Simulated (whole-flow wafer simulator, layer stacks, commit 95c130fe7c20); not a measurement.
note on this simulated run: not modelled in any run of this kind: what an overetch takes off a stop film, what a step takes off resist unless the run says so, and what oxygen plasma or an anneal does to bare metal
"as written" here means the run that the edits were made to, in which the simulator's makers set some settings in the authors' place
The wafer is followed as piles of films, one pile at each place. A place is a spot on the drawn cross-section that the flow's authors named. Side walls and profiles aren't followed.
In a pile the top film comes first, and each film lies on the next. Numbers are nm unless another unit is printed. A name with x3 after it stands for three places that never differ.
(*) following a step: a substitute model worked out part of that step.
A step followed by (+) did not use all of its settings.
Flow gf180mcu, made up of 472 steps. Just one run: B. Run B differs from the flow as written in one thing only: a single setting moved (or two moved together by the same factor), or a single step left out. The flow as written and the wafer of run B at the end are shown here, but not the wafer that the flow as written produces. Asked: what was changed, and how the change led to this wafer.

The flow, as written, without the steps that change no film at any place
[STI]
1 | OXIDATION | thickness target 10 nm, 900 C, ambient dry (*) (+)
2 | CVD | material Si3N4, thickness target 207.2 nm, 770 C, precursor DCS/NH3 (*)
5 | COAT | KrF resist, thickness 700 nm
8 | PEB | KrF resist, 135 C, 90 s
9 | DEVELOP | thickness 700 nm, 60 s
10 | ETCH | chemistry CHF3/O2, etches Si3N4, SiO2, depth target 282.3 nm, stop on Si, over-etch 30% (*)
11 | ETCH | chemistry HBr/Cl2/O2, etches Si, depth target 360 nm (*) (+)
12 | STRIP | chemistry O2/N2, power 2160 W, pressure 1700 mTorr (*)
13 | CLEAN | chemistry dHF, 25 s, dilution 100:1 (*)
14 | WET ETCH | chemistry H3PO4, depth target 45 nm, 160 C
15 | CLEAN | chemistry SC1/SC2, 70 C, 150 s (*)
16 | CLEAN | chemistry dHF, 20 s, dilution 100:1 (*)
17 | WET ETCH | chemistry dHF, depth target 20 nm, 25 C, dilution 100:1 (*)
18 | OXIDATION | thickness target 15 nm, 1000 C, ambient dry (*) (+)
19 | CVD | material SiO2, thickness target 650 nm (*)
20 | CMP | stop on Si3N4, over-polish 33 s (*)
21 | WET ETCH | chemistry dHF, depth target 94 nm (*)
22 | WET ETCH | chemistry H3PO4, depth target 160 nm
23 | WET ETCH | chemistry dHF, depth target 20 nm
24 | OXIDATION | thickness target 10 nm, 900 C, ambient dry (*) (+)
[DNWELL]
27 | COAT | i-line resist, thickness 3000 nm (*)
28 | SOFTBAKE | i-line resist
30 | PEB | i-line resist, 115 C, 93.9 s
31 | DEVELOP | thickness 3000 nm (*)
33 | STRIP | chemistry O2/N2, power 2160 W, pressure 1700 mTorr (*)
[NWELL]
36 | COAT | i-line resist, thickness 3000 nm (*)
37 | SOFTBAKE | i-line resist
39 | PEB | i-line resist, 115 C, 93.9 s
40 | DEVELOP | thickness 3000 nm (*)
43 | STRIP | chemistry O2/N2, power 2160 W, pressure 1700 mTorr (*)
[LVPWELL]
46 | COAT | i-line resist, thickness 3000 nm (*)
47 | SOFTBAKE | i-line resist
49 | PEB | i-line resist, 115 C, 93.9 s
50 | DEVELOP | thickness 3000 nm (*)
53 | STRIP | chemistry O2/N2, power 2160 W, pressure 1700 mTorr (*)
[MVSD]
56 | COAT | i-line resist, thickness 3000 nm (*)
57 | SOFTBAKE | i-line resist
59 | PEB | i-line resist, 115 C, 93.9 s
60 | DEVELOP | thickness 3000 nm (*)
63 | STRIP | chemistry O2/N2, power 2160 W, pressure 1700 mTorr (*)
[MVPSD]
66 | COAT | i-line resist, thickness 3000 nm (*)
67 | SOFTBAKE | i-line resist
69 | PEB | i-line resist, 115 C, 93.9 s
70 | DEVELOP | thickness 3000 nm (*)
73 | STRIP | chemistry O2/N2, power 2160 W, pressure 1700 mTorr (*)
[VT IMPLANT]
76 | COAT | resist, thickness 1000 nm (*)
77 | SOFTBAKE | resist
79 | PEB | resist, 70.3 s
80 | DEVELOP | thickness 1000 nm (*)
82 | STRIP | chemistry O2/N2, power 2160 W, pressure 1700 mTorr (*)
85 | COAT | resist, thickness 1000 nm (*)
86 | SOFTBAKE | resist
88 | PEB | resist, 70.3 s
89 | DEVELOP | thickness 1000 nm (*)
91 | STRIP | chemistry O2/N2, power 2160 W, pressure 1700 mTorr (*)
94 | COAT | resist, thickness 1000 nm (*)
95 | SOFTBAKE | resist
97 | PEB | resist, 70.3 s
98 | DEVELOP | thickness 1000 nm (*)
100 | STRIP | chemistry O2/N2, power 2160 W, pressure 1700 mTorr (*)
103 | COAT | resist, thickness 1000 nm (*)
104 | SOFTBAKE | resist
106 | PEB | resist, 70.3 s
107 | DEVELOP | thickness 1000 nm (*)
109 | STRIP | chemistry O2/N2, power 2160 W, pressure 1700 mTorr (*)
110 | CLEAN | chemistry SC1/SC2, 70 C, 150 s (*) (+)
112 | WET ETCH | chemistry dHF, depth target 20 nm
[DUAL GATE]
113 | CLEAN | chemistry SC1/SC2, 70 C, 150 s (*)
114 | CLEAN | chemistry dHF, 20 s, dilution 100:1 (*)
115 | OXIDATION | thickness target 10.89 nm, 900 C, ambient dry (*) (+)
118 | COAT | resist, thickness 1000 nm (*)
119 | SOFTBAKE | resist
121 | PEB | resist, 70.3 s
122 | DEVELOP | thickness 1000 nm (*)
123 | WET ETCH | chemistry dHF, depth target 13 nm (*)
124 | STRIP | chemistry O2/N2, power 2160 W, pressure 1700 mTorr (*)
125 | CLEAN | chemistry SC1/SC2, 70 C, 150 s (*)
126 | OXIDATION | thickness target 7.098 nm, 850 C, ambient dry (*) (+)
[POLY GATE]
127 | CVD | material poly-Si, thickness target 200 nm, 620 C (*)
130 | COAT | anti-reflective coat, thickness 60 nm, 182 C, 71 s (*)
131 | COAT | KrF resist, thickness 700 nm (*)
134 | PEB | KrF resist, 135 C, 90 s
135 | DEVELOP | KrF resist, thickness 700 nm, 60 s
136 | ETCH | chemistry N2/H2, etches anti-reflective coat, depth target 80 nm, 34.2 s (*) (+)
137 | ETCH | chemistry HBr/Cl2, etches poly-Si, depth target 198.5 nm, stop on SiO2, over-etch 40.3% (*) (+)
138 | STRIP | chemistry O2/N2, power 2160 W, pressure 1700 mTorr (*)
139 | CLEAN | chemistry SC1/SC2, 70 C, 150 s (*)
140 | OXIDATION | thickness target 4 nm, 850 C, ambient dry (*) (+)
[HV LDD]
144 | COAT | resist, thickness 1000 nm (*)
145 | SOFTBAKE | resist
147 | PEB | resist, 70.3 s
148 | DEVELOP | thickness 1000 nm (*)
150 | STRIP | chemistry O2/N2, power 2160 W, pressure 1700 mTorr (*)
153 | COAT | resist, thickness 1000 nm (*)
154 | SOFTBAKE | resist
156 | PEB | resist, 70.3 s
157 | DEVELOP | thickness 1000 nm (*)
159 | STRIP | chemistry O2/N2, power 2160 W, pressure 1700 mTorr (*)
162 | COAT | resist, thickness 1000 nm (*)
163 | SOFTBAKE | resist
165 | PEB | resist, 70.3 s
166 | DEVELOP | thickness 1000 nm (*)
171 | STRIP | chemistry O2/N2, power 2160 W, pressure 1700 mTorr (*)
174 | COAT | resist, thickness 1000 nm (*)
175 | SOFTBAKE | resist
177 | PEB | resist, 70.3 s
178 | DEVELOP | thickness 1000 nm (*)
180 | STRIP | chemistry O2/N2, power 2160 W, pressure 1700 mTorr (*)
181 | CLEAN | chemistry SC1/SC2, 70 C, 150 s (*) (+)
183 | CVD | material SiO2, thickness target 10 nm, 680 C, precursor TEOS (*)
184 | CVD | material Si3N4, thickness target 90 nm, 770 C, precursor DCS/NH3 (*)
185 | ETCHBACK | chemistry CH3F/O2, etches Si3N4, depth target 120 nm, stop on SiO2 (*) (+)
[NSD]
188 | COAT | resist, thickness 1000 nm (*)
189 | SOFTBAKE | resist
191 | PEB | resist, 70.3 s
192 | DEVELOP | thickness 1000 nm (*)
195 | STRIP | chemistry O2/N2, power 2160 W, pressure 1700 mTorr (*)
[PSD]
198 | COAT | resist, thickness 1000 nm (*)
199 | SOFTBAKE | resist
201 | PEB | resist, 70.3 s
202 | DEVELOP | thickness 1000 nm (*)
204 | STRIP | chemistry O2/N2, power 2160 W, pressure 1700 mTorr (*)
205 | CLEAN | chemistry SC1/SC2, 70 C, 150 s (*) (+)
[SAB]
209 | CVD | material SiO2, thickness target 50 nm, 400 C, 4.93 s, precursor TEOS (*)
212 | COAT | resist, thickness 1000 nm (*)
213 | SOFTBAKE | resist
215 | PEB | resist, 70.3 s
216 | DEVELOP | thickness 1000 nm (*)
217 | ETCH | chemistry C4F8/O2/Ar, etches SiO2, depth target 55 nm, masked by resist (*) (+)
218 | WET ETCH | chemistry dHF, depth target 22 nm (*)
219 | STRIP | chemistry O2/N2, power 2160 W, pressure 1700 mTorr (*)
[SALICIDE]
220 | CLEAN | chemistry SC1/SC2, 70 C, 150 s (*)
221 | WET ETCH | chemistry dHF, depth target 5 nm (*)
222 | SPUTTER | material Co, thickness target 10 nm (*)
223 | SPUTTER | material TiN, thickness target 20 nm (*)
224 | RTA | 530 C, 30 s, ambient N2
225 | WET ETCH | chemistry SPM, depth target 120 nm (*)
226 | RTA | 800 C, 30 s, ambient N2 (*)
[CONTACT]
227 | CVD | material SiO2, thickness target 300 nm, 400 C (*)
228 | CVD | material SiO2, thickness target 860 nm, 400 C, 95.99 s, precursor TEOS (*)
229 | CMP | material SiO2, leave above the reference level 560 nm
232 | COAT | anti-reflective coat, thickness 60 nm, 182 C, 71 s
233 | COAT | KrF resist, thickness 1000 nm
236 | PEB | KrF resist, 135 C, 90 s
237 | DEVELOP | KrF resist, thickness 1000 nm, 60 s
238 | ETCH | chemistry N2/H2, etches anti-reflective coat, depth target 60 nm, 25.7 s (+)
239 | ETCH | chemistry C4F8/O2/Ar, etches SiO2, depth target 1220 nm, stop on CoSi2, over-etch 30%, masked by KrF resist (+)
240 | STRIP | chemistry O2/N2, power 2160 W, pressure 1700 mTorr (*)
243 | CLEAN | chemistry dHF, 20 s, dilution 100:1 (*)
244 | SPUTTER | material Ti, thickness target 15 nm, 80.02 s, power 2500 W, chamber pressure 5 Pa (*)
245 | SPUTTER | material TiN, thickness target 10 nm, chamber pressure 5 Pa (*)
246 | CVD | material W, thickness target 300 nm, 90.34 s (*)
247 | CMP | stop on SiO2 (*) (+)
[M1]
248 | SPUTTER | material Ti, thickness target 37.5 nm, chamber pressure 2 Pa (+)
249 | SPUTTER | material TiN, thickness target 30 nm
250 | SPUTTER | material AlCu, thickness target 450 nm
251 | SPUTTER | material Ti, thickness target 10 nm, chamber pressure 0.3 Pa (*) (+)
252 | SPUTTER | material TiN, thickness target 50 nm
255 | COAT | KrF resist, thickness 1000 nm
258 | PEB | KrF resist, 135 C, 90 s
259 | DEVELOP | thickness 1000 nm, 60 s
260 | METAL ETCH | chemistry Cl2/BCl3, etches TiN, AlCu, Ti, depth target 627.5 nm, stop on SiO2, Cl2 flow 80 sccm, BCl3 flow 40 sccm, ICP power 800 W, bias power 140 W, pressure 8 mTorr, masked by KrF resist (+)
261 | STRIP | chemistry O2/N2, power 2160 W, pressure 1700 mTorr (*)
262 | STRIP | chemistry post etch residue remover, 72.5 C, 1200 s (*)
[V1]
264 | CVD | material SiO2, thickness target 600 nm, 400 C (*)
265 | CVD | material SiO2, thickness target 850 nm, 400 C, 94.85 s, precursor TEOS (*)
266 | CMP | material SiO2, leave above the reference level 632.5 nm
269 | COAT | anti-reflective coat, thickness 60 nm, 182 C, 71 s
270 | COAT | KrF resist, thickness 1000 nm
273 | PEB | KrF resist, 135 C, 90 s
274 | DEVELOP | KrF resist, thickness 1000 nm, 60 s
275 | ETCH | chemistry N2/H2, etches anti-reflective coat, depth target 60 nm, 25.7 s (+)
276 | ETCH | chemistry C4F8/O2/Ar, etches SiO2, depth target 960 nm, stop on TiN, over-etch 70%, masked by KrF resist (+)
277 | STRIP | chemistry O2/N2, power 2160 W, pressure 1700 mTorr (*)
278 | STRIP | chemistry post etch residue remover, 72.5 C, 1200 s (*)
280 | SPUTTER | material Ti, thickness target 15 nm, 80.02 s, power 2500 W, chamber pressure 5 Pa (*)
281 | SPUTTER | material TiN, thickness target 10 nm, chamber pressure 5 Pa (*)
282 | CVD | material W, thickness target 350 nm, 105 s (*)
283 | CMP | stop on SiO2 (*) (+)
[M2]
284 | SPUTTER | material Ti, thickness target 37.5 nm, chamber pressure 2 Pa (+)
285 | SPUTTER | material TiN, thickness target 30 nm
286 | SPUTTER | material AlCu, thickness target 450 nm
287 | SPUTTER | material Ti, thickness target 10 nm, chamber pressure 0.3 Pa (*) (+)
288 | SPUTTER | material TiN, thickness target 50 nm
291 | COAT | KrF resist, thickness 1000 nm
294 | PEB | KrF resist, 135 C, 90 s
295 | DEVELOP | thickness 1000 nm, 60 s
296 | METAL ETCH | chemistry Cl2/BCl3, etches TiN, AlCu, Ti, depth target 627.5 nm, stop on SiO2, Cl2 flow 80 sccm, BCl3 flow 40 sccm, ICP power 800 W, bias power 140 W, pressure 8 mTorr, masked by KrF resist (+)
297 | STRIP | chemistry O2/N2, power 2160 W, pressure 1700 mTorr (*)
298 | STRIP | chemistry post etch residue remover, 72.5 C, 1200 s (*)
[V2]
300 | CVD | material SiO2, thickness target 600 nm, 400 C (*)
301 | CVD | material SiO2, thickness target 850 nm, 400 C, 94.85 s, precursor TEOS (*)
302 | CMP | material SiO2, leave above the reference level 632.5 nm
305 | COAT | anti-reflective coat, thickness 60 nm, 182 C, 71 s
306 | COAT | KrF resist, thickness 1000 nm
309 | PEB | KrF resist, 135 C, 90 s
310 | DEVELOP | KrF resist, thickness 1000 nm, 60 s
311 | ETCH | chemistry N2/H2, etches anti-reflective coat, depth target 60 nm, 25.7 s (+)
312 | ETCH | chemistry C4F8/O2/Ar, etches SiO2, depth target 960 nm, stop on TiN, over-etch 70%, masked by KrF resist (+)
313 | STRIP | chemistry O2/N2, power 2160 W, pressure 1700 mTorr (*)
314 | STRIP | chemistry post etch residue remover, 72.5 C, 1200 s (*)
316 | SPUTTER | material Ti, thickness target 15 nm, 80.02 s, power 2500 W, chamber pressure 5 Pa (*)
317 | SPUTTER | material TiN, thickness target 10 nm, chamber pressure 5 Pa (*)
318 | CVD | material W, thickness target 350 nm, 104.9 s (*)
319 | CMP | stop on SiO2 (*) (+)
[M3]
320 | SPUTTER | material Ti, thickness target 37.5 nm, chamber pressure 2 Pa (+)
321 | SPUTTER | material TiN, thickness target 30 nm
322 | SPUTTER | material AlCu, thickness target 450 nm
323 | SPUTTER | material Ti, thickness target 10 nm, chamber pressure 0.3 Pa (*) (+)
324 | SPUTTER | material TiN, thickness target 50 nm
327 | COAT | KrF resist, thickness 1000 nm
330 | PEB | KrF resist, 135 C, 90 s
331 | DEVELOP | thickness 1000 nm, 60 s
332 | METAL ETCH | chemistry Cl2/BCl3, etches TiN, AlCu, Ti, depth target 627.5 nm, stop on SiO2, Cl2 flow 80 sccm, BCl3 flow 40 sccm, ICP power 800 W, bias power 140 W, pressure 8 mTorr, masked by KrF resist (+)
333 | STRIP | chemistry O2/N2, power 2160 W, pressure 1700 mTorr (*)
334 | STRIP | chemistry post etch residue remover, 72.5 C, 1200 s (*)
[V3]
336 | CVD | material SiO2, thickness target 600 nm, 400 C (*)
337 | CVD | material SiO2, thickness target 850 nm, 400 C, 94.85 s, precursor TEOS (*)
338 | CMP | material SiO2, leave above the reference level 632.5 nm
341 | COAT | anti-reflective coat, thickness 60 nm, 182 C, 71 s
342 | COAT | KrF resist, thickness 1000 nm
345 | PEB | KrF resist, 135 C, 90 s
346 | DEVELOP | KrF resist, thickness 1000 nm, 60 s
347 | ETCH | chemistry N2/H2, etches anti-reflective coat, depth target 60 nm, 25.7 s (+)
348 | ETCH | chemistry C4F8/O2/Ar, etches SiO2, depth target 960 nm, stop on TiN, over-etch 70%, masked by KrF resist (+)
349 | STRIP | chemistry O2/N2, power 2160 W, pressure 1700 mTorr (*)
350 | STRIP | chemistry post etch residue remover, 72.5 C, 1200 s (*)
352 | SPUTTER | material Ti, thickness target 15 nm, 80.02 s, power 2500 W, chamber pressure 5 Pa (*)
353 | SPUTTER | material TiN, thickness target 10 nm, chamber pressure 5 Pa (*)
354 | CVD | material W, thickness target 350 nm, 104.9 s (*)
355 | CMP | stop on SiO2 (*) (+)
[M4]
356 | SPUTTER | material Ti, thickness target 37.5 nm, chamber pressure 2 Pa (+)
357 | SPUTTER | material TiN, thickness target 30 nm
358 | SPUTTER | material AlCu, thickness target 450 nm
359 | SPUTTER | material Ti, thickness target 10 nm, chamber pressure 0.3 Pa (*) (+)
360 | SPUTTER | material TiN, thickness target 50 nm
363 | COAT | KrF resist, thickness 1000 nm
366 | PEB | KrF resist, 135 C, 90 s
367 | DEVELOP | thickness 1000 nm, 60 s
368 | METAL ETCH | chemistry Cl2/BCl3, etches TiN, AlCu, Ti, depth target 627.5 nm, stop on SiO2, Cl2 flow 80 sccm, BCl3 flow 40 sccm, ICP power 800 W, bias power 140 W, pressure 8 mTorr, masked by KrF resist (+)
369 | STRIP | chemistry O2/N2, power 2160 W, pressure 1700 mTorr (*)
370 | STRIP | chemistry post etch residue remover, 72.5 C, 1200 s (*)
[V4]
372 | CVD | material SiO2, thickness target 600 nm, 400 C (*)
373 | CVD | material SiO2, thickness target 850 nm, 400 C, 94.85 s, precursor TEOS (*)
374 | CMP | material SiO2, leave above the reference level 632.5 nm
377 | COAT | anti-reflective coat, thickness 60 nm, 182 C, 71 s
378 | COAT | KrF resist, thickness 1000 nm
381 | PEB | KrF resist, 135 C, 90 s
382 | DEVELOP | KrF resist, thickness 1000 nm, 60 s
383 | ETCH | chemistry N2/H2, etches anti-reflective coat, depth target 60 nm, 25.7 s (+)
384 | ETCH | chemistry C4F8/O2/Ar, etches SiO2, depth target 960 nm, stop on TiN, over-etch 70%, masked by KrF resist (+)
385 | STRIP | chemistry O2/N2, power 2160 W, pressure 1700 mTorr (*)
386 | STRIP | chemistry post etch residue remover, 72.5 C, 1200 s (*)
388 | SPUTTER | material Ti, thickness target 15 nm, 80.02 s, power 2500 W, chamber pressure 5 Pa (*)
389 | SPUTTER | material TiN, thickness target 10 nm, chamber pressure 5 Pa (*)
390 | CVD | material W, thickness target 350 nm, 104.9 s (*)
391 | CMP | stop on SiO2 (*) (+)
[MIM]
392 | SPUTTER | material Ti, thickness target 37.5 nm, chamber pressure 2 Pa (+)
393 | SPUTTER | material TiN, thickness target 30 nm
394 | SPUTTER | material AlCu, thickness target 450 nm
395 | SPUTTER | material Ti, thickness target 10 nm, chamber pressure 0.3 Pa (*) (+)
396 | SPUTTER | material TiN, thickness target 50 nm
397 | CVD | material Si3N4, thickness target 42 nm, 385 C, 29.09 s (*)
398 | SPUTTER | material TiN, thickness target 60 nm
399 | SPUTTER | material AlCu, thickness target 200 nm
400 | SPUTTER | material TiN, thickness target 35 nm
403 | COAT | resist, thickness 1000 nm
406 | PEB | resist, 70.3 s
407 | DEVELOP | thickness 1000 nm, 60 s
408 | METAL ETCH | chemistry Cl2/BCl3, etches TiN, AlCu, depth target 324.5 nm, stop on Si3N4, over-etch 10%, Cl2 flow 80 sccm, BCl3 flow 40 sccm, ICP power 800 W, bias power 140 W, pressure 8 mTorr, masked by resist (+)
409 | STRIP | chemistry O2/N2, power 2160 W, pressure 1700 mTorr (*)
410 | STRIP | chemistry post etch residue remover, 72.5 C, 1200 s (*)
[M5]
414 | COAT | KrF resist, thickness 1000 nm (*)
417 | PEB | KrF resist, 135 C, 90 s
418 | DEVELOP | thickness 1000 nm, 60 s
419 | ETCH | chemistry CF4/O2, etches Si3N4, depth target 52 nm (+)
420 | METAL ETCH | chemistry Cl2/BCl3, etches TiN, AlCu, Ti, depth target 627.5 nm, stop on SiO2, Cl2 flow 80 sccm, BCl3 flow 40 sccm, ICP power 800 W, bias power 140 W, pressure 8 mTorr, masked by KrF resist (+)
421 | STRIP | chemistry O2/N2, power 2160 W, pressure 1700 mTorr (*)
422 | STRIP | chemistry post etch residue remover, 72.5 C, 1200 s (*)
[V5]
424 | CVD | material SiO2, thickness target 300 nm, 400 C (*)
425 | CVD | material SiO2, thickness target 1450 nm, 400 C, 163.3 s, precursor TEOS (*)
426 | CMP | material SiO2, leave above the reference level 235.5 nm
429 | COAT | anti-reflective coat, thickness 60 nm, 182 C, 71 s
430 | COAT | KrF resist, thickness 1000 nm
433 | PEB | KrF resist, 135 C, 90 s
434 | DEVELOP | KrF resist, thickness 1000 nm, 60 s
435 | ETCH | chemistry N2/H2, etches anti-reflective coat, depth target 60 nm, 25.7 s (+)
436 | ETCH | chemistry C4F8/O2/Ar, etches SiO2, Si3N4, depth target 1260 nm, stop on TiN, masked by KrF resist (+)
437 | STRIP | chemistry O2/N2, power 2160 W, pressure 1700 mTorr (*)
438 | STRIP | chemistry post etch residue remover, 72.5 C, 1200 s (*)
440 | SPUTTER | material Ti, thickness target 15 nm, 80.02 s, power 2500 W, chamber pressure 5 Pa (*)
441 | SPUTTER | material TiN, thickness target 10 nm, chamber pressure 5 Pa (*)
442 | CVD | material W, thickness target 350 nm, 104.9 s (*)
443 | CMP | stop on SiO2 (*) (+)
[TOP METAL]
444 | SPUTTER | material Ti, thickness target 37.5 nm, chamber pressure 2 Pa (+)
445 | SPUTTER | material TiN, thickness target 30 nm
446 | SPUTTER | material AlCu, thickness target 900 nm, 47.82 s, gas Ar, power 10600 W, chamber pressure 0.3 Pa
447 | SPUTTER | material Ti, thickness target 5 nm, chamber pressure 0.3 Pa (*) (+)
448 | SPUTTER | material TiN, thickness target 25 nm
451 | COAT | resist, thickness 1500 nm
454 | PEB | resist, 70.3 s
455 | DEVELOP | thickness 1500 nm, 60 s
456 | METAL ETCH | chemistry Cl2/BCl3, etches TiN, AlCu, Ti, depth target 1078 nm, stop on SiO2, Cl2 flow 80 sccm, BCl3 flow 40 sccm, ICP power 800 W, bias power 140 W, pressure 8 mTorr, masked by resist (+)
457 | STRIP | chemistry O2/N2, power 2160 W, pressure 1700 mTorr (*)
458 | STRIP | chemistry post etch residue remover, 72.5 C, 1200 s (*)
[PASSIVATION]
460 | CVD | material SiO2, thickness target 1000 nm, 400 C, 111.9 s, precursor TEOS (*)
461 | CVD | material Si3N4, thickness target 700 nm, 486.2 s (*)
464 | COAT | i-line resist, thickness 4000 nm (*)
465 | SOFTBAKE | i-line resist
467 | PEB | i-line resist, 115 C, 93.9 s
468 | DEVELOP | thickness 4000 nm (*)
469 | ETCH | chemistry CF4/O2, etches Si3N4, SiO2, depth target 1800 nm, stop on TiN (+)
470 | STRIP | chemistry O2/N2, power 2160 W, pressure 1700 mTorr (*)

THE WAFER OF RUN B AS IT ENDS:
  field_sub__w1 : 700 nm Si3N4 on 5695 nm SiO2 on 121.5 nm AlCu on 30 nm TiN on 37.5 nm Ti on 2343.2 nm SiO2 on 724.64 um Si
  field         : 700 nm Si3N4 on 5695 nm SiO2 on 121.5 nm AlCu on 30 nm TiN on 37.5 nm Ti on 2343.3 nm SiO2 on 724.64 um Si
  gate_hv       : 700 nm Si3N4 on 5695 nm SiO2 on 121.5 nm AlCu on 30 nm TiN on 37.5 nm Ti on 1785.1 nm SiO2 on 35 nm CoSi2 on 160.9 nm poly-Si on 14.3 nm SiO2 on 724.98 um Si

What caused this: step 296, METAL ETCH: depth target 382.8 nm was run, while the flow as written has depth target 627.5 nm.

How this came from the change, step by step:
  296 | METAL ETCH | chemistry Cl2/BCl3, etches TiN, AlCu, Ti, depth target 627.5 nm, stop on SiO2, Cl2 flow 80 sccm, BCl3 flow 40 sccm, ICP power 800 W, bias power 140 W, pressure 8 mTorr, masked by KrF resist (+)
      field, field__w1, field__w2 and 103 more: -50 TiN (all of it), -10 Ti (all of it), -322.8 AlCu (as written it would have been: -50 TiN (all of it), -10 Ti (all of it), -450 AlCu (all of it), -30 TiN (all of it), -37.5 Ti (all of it))
      field__w8, contact, m1, m1__w1, m1_nw: -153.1 KrF resist (as written it would have been: -251 KrF resist)
  297 | STRIP | chemistry O2/N2, power 2160 W, pressure 1700 mTorr (*)
      field__w8, contact, m1, m1__w1, m1_nw: -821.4 KrF resist (all of it) (as written it would have been: -723.5 KrF resist (all of it))
  298 | STRIP | chemistry post etch residue remover, 72.5 C, 1200 s (*)
      field, field__w1, field__w2 and 103 more: -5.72 AlCu (as written it would have been: nothing)
  300 | CVD | material SiO2, thickness target 600 nm, 400 C (*)
      field, field__w1, field__w2 and 103 more: +600 SiO2 (new film) (as written it would have been: +600 SiO2)
  302 | CMP | material SiO2, leave above the reference level 632.5 nm
      field, field__w1, field__w2 and 103 more: -489 SiO2 (as written it would have been: -300 SiO2)
If metal films that touch count as one body, field_sub__w1 has 1 body; the flow as written gives 0 bodies.
If metal films that touch count as one body, field has 1 body; the flow as written gives 0 bodies.
If metal films that touch count as one body, gate_hv has 2 bodies (between them, from the top down: SiO2 1785.1); the flow as written gives 1 body.
